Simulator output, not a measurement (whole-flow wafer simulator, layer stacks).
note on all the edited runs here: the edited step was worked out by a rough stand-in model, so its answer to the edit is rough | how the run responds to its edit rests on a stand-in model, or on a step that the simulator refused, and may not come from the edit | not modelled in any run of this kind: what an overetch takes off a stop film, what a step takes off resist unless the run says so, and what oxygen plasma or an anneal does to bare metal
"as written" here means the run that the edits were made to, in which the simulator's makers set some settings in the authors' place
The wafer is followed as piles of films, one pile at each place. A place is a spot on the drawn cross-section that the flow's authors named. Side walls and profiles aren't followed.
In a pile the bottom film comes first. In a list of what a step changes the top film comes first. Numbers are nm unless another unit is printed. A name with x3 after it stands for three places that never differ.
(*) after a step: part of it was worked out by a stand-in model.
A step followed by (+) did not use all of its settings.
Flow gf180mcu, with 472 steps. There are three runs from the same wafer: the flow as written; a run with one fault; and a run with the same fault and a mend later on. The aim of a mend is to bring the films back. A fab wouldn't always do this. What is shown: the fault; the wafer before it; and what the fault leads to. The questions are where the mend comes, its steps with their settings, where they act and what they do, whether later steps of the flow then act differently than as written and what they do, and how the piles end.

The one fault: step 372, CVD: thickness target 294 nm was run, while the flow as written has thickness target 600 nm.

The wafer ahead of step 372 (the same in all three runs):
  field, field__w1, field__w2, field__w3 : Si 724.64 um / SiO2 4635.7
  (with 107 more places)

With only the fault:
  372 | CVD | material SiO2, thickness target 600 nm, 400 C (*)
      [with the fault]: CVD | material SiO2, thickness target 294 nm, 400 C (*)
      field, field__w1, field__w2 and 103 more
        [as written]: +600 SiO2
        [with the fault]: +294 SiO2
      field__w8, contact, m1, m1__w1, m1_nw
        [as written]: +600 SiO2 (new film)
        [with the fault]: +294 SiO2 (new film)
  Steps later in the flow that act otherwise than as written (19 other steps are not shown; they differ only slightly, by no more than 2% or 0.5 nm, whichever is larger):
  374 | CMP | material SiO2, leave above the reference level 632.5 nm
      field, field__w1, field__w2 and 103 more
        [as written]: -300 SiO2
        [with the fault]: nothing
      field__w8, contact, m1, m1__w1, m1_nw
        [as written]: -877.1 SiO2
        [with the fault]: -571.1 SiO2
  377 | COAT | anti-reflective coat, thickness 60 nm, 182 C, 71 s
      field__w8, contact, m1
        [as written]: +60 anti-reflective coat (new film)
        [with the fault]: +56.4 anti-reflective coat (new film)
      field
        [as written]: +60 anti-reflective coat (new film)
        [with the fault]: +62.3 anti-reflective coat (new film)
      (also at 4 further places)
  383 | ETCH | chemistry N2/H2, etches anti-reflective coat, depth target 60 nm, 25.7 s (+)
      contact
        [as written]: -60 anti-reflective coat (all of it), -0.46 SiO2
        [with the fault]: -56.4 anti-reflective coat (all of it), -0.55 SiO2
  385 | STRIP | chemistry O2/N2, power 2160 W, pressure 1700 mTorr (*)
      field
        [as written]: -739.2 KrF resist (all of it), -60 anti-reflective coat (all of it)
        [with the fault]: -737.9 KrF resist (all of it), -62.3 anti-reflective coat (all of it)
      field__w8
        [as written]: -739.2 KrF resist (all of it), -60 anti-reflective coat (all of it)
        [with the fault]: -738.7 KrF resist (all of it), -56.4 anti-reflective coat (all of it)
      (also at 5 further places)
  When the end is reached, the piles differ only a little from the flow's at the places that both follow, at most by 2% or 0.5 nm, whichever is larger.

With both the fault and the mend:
  The mend stands after step 372.
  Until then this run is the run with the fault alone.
  372a | CVD | material SiO2, thickness target 306 nm, 400 C (*) (a further turn of the flow's step 372, with different settings)
      field, field__w1, field__w2 and 108 more
        +306 SiO2
  Every later step of the flow that is run acts as written at every place that is followed.
  By the end, the piles equal the flow's at every place that both follow.
